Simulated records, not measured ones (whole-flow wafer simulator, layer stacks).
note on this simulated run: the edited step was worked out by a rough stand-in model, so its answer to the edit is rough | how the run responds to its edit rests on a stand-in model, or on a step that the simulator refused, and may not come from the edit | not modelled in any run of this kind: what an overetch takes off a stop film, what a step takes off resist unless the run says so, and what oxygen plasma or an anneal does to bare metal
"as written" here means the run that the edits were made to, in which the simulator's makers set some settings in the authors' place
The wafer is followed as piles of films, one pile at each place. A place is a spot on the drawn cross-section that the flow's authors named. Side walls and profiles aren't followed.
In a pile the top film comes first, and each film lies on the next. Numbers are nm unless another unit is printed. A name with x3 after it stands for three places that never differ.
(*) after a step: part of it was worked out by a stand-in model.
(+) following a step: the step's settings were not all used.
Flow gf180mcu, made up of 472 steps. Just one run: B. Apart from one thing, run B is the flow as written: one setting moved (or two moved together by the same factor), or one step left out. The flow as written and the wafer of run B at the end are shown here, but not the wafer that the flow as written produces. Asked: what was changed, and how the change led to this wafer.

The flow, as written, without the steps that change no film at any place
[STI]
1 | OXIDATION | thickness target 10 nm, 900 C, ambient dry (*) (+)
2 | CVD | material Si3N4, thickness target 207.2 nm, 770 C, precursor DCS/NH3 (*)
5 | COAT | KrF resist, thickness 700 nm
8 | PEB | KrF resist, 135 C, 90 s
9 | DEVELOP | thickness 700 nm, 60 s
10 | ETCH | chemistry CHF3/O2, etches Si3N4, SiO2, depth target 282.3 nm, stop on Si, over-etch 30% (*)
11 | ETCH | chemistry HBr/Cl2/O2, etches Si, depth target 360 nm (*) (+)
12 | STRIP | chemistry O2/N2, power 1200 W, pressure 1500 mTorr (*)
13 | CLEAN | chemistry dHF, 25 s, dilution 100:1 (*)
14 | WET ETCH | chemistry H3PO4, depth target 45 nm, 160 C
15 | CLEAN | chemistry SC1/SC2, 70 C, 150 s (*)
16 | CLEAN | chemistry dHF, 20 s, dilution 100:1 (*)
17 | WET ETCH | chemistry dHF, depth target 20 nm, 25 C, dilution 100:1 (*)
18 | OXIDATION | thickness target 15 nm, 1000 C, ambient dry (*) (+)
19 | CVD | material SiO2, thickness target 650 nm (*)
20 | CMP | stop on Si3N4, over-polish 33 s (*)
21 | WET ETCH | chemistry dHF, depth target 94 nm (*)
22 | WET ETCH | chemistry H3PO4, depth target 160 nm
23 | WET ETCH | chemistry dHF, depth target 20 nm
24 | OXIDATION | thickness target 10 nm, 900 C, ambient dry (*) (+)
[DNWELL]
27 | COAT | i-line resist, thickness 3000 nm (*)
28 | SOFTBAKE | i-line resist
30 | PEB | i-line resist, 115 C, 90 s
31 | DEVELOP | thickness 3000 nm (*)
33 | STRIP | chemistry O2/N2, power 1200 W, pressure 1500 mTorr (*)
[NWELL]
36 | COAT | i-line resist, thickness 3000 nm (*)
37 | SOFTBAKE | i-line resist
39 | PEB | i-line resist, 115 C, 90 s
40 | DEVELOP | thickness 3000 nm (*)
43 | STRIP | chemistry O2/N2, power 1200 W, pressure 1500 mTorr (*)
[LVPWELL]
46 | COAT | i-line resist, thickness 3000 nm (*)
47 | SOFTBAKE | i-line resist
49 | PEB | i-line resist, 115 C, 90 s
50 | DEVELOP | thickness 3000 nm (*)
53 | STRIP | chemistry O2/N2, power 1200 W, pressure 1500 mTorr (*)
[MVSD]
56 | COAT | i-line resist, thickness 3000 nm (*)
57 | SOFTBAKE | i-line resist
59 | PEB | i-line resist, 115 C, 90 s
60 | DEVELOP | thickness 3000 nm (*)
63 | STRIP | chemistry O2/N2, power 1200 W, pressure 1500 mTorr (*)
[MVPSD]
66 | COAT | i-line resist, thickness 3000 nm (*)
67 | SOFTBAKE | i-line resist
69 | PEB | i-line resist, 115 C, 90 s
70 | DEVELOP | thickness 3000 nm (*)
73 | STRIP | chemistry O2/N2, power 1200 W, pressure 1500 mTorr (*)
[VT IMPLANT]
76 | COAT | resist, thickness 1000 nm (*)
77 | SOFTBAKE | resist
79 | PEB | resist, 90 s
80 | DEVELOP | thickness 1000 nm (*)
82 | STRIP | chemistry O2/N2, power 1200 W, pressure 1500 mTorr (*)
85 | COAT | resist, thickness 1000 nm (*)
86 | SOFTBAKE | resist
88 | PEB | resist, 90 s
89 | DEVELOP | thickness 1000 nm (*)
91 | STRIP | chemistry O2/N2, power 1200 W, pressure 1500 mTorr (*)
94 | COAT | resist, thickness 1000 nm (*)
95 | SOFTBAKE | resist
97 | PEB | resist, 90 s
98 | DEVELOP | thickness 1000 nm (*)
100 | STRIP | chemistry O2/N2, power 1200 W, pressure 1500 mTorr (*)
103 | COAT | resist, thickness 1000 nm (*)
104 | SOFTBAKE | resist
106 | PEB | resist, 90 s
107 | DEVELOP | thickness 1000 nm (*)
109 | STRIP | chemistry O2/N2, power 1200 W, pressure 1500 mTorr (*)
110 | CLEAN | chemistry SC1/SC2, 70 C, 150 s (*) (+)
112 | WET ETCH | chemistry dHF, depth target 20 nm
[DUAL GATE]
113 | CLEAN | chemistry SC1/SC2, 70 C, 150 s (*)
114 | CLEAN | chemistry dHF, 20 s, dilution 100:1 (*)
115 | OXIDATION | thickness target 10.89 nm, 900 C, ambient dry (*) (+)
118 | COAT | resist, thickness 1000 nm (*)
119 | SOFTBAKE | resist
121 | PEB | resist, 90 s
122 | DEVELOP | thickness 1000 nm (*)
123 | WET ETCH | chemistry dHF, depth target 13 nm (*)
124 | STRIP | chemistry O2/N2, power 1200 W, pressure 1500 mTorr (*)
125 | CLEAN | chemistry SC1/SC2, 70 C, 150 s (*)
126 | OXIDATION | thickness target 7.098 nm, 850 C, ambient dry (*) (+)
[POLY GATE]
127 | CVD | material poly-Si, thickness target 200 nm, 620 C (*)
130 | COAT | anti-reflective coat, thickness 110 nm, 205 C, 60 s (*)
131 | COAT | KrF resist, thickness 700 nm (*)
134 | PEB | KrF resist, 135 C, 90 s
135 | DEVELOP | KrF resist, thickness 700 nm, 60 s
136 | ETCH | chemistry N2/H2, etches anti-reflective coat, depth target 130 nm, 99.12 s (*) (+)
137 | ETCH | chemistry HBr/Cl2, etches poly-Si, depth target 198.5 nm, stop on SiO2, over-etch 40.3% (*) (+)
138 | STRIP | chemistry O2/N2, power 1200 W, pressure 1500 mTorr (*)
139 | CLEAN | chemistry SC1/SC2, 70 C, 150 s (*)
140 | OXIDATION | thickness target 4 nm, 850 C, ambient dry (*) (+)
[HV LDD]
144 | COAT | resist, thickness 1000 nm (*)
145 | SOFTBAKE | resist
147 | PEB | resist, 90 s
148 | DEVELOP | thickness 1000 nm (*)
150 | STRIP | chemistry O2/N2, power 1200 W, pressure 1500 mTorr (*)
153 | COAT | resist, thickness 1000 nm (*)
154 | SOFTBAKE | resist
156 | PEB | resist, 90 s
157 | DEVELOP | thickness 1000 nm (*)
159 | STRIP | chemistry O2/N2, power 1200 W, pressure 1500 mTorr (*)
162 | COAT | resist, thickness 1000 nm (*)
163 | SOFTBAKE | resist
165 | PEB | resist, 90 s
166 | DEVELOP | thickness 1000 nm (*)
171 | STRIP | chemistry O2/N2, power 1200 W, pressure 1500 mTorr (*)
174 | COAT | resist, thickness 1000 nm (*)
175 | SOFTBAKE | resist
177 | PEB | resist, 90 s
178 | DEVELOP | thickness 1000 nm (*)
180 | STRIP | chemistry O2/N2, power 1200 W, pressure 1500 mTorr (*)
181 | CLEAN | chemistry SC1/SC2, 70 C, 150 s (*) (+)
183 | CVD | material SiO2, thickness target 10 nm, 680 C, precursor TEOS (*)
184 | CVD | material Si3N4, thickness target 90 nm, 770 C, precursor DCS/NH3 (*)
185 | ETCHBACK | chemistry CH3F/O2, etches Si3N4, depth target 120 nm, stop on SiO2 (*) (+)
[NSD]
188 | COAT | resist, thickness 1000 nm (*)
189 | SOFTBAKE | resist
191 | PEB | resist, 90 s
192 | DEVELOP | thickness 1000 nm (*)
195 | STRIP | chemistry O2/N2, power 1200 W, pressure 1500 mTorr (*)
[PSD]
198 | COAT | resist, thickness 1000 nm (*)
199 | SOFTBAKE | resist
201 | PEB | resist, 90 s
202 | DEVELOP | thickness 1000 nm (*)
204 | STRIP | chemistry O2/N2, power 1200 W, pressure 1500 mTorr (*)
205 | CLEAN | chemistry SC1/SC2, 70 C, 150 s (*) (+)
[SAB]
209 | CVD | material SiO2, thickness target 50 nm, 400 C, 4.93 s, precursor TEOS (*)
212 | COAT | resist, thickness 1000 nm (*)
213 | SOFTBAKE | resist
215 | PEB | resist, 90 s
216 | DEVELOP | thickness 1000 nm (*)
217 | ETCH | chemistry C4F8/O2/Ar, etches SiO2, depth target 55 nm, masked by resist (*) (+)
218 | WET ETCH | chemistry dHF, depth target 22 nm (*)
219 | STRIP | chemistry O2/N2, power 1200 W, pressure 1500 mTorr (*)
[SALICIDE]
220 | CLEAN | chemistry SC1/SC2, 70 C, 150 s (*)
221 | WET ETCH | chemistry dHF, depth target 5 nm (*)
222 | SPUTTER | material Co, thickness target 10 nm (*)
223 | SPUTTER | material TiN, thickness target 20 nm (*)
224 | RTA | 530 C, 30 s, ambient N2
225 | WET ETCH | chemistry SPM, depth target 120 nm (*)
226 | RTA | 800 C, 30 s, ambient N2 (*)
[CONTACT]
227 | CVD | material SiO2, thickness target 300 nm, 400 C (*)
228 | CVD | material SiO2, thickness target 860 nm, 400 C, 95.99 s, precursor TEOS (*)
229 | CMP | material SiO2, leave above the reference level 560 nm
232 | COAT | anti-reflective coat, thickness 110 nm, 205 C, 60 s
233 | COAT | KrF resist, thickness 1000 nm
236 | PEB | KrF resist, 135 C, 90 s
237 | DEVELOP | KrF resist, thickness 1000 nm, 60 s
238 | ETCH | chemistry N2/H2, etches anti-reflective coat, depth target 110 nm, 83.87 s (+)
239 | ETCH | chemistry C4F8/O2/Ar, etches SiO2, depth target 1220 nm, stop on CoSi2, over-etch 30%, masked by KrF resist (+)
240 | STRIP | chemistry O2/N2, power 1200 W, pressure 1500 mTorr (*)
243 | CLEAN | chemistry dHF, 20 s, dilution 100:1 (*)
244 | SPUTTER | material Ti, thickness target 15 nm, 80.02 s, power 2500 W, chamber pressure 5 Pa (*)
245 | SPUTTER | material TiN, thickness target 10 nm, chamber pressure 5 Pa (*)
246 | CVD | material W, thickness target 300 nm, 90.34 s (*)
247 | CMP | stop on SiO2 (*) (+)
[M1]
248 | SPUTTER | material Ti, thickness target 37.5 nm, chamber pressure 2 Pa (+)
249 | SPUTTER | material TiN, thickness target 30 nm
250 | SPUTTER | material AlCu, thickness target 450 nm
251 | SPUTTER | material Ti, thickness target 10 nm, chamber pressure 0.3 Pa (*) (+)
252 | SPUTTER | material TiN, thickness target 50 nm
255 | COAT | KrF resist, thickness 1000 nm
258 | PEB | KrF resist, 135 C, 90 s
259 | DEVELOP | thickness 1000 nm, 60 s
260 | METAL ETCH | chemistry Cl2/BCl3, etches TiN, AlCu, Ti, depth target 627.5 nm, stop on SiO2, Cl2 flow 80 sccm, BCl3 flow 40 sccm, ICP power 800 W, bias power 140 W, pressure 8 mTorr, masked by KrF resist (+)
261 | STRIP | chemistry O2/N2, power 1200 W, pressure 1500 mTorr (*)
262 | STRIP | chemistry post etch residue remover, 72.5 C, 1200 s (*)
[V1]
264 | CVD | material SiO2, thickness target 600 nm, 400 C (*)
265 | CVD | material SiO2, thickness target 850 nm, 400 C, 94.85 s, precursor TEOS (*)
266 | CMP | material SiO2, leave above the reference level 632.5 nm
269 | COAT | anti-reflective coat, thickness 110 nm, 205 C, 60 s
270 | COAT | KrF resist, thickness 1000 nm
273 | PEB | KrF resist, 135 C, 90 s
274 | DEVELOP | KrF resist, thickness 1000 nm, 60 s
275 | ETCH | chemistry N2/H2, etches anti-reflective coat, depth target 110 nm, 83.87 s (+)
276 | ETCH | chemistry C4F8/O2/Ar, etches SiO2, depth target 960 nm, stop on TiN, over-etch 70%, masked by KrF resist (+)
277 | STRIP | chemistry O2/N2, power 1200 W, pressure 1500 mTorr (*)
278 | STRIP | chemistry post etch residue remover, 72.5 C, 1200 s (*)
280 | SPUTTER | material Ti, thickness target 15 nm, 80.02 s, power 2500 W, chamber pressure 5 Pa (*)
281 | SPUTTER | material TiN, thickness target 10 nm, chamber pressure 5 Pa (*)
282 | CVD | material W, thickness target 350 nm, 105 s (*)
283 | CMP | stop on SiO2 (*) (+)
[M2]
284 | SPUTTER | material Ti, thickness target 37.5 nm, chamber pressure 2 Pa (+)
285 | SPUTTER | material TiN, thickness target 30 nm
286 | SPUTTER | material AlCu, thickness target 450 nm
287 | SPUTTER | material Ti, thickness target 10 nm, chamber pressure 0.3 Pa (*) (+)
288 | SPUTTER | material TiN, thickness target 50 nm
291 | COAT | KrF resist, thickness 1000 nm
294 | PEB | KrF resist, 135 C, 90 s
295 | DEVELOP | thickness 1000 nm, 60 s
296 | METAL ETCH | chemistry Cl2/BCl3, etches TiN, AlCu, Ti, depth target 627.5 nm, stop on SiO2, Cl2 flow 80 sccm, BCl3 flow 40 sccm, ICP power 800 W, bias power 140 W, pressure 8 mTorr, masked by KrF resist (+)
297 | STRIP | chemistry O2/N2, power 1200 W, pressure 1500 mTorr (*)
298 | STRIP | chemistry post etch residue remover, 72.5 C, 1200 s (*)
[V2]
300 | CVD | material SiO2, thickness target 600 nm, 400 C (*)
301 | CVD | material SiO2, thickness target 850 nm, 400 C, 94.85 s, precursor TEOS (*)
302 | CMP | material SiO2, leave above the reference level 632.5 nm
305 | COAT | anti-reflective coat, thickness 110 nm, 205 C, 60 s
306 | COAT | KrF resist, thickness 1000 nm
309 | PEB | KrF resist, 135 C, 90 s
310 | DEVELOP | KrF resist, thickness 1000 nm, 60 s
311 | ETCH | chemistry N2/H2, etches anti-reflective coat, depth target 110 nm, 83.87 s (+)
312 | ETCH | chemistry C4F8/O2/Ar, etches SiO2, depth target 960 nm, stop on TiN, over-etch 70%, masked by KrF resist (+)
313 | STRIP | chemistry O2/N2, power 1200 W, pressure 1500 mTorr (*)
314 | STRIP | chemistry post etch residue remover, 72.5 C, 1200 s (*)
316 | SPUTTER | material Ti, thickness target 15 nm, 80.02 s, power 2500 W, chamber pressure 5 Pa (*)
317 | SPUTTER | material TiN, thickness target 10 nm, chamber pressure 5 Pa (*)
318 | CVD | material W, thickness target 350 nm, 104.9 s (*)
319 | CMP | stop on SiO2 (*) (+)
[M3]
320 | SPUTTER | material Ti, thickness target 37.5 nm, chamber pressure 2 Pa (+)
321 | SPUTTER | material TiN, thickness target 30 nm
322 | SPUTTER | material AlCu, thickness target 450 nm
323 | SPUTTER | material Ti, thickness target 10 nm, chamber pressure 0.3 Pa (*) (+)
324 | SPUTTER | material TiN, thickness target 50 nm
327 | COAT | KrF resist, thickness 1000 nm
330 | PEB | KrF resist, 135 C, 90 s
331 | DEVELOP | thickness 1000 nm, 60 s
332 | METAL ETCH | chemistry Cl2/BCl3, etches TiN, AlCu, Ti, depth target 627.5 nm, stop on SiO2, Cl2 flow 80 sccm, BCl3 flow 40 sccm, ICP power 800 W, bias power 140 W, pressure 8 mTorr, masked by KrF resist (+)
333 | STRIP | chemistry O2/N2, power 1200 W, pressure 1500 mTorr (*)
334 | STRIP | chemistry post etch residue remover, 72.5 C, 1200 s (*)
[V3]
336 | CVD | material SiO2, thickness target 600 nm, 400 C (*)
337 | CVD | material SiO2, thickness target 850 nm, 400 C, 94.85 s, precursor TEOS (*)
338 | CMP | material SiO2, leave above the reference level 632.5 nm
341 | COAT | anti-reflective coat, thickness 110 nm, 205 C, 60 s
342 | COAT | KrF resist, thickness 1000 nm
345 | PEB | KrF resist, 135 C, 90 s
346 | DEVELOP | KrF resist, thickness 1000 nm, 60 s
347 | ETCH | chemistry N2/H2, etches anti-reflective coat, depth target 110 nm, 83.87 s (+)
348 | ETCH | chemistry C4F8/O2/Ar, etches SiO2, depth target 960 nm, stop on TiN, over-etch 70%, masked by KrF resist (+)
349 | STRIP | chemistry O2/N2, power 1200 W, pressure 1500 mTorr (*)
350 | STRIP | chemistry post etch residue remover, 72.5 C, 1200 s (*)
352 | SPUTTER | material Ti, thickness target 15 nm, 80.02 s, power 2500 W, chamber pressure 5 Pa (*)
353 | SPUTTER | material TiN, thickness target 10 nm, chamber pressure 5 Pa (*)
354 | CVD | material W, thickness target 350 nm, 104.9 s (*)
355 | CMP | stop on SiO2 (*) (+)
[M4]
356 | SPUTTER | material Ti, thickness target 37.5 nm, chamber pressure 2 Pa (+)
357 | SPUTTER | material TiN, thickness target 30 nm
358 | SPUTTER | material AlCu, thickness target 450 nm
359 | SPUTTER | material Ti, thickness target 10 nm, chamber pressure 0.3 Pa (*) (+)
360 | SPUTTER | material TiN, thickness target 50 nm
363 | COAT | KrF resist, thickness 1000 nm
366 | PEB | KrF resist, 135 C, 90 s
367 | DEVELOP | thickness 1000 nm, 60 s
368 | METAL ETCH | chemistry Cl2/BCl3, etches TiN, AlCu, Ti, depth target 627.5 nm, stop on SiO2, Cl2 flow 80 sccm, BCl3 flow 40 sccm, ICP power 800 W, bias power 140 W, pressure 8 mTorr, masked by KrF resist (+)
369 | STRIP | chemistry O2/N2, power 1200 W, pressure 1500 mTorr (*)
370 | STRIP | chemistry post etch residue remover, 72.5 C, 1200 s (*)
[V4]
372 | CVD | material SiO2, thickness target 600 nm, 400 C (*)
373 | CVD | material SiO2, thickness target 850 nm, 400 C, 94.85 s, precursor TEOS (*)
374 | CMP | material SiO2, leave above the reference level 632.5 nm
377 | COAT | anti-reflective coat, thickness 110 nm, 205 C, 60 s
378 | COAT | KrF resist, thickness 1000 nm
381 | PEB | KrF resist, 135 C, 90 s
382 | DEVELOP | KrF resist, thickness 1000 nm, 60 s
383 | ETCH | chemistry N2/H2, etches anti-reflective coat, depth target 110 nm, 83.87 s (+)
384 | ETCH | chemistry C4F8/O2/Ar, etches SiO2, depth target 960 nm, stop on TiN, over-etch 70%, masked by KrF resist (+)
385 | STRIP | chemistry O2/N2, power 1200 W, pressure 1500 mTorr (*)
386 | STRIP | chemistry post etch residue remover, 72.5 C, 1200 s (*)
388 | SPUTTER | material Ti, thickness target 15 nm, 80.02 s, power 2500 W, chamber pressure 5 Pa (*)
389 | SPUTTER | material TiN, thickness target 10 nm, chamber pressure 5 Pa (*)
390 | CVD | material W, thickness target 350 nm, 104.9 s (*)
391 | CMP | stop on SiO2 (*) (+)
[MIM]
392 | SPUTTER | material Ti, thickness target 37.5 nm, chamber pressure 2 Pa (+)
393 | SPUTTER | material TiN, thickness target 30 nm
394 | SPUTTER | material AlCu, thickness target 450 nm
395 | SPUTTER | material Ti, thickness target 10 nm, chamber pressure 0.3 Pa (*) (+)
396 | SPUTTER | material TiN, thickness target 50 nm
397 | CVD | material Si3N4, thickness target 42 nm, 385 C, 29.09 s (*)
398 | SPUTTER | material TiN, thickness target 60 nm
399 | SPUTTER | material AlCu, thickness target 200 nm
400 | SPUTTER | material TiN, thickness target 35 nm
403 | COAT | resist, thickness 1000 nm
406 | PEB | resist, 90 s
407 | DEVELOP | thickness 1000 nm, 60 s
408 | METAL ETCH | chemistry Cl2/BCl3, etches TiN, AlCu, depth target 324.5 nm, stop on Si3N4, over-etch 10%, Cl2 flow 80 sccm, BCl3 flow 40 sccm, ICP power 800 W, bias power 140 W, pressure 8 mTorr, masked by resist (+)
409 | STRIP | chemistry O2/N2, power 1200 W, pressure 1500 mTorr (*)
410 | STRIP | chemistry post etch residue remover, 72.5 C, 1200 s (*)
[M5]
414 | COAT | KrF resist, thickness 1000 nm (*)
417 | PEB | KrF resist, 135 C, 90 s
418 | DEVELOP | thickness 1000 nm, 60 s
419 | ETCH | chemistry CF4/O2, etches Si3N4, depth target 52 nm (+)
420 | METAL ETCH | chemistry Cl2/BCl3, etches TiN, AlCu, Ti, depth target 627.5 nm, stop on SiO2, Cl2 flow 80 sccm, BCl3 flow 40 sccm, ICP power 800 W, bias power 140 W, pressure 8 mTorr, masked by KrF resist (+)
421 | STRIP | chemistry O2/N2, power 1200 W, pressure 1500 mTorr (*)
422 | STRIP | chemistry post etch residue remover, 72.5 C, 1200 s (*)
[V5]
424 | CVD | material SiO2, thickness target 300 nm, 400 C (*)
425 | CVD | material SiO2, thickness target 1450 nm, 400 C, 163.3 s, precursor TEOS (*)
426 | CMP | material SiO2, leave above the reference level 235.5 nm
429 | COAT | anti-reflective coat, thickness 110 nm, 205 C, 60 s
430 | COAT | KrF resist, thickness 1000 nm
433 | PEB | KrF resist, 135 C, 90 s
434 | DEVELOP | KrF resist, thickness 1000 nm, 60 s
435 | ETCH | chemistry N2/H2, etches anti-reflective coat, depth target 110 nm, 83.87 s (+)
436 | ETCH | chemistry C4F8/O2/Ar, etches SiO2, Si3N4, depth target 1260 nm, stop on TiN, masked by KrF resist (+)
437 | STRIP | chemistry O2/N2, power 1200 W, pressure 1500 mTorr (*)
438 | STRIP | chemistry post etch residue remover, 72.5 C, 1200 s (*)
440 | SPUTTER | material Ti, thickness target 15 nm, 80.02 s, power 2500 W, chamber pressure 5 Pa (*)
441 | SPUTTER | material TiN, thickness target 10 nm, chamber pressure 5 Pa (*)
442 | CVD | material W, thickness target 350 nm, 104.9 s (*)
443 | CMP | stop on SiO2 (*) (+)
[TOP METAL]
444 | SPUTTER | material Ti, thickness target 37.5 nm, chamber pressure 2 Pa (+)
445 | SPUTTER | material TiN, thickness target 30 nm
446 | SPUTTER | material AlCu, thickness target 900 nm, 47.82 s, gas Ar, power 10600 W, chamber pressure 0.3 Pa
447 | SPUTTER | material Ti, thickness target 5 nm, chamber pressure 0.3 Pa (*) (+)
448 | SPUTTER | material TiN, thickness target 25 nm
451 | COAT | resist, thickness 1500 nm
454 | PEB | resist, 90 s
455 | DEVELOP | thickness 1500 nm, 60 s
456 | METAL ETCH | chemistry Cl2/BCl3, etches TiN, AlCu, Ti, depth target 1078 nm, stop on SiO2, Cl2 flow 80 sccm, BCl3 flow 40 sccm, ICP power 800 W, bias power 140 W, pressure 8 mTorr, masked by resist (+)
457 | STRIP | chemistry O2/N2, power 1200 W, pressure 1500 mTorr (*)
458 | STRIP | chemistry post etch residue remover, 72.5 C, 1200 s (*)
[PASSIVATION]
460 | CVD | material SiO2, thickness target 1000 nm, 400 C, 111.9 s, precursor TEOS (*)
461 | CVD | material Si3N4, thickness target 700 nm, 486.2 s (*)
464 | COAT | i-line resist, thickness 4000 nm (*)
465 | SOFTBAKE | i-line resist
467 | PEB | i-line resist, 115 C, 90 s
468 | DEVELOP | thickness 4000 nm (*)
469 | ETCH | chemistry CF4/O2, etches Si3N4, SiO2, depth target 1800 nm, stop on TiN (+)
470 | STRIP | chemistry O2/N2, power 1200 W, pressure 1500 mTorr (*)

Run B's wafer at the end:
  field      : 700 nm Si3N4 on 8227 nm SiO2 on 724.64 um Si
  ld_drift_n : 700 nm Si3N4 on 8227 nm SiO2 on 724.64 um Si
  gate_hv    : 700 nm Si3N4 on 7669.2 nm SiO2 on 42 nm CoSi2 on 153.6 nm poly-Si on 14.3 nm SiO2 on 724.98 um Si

What caused this: step 222, SPUTTER: thickness target 12 nm was run, while the flow as written has thickness target 10 nm.

The path from the change to this, step by step:
  222 | SPUTTER | material Co, thickness target 10 nm (*)
      field, field__w7, field__w8 and 71 more: +12 Co (new film) (as written it would have been: +10 Co (new film))
      field__w6, field_sub, field_sub__w2: +11.9 Co (new film) (as written it would have been: +9.95 Co (new film))
      (and at 34 other places as well)
  223 | SPUTTER | material TiN, thickness target 20 nm (*)
      field__w12: +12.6 TiN (new film) (as written it would have been: +12 TiN (new film))
  224 | RTA | 530 C, 30 s, ambient N2
      gate, gate_hv, gate_p and 22 more: under 1 film: +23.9 CoSi (new film), -12 Co (all of it), -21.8 poly-Si (as written it would have been: under 1 film: +19.9 CoSi (new film), -10 Co (all of it), -18.2 poly-Si)
      active, p_well, sd_n and 11 more: under 1 film: +23.9 CoSi (new film), -12 Co (all of it), -21.8 Si (as written it would have been: under 1 film: +19.9 CoSi (new film), -10 Co (all of it), -18.1 Si)
      (and at 10 other places as well)
  225 | WET ETCH | chemistry SPM, depth target 120 nm (*)
      field, field__w7, field__w8 and 32 more: -20 TiN (all of it), -12 Co (all of it) (as written it would have been: -20 TiN (all of it), -10 Co (all of it))
      field__w9, nw_enc_fld_lv__w3: -19.1 TiN (all of it), -11.5 Co (all of it) (as written it would have been: -19.1 TiN (all of it), -9.6 Co (all of it))
      (and at 25 other places as well)
  226 | RTA | 800 C, 30 s, ambient N2 (*)
      gate, gate_hv, gate_p and 22 more: +42 CoSi2 (new film), -23.9 CoSi (all of it), -21.8 poly-Si (as written it would have been: +35 CoSi2 (new film), -19.9 CoSi (all of it), -18.2 poly-Si)
      active, p_well, sd_n and 11 more: +42 CoSi2 (new film), -23.9 CoSi (all of it), -21.8 Si (as written it would have been: +35 CoSi2 (new film), -19.9 CoSi (all of it), -18.1 Si)
      (and at 10 other places as well)
